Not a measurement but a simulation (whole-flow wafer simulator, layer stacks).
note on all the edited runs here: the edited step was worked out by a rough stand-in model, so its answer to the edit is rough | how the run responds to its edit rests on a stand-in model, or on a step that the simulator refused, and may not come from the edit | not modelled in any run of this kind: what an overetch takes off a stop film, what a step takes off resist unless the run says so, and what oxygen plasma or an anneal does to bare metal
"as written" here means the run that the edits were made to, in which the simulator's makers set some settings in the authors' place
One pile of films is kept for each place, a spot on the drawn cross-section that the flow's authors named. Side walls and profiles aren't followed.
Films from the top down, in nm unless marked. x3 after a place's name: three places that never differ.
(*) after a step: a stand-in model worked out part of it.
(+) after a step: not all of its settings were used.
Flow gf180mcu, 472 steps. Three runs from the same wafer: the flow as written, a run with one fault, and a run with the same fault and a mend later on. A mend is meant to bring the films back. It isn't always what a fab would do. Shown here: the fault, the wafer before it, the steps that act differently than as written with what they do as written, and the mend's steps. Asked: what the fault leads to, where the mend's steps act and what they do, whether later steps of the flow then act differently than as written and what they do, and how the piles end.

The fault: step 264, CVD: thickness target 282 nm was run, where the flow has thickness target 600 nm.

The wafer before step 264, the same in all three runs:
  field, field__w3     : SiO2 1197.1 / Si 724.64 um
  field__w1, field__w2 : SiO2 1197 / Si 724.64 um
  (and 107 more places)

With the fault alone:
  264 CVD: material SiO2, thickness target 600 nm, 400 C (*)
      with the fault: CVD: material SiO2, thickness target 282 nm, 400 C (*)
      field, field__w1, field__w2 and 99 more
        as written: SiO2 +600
        with the fault: SiO2 +282
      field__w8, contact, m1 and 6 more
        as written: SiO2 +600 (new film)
        with the fault: SiO2 +282 (new film)
  Later steps of the flow that act differently than as written (13 more steps differ only slightly, by at most 2% or 0.5 nm, whichever is larger, and aren't shown):
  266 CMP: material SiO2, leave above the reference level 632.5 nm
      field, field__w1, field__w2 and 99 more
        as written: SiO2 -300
        with the fault: nothing
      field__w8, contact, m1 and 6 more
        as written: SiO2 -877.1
        with the fault: SiO2 -559.1
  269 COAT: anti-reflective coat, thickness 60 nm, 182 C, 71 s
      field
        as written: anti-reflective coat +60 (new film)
        with the fault: anti-reflective coat +67 (new film)
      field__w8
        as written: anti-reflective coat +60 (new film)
        with the fault: anti-reflective coat +49.6 (new film)
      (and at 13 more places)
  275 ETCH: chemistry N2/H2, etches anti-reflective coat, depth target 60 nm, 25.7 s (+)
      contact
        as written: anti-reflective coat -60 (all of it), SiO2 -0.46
        with the fault: anti-reflective coat -49.5 (all of it), SiO2 -0.73
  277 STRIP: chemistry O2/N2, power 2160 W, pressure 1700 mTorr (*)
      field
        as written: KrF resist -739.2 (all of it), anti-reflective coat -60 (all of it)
        with the fault: KrF resist -735.5 (all of it), anti-reflective coat -67 (all of it)
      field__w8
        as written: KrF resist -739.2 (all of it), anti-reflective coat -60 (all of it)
        with the fault: KrF resist -737.5 (all of it), anti-reflective coat -49.6 (all of it)
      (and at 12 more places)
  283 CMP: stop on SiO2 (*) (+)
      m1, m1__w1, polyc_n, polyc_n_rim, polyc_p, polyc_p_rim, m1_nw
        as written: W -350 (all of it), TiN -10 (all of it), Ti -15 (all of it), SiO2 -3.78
        with the fault: W -350 (all of it), TiN -10 (all of it), Ti -15 (all of it), SiO2 -4.63
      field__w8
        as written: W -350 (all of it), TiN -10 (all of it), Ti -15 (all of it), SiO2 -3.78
        with the fault: W -350 (all of it), TiN -10 (all of it), Ti -15 (all of it), SiO2 -4.64
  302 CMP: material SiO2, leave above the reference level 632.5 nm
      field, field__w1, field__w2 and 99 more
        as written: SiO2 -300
        with the fault: SiO2 -282.8
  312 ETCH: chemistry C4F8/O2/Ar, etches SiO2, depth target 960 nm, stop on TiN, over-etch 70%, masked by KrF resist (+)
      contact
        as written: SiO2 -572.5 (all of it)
        with the fault: SiO2 -589.6 (all of it)
  At the end the piles differ from the flow's by more than 2% or 0.5 nm, whichever is larger, at contact.
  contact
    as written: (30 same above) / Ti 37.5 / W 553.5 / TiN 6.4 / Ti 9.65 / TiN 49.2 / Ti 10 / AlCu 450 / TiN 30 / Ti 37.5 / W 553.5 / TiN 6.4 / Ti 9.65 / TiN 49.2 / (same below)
    with the fault: (30 same above) / Ti 37.5 / W 570.8 / TiN 6.34 / Ti 9.56 / TiN 49.2 / Ti 10 / AlCu 450 / TiN 30 / Ti 37.5 / W 535.3 / TiN 6.47 / Ti 9.75 / TiN 49.2 / (same below)

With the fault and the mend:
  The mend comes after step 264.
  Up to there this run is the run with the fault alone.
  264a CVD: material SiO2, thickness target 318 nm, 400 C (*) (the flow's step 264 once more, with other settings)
      field, field__w1, field__w2 and 108 more
        SiO2 +318
  No later step of the flow acts differently than as written at any place that is followed.
  At the end the piles are the same as the flow's at every place that both follow.
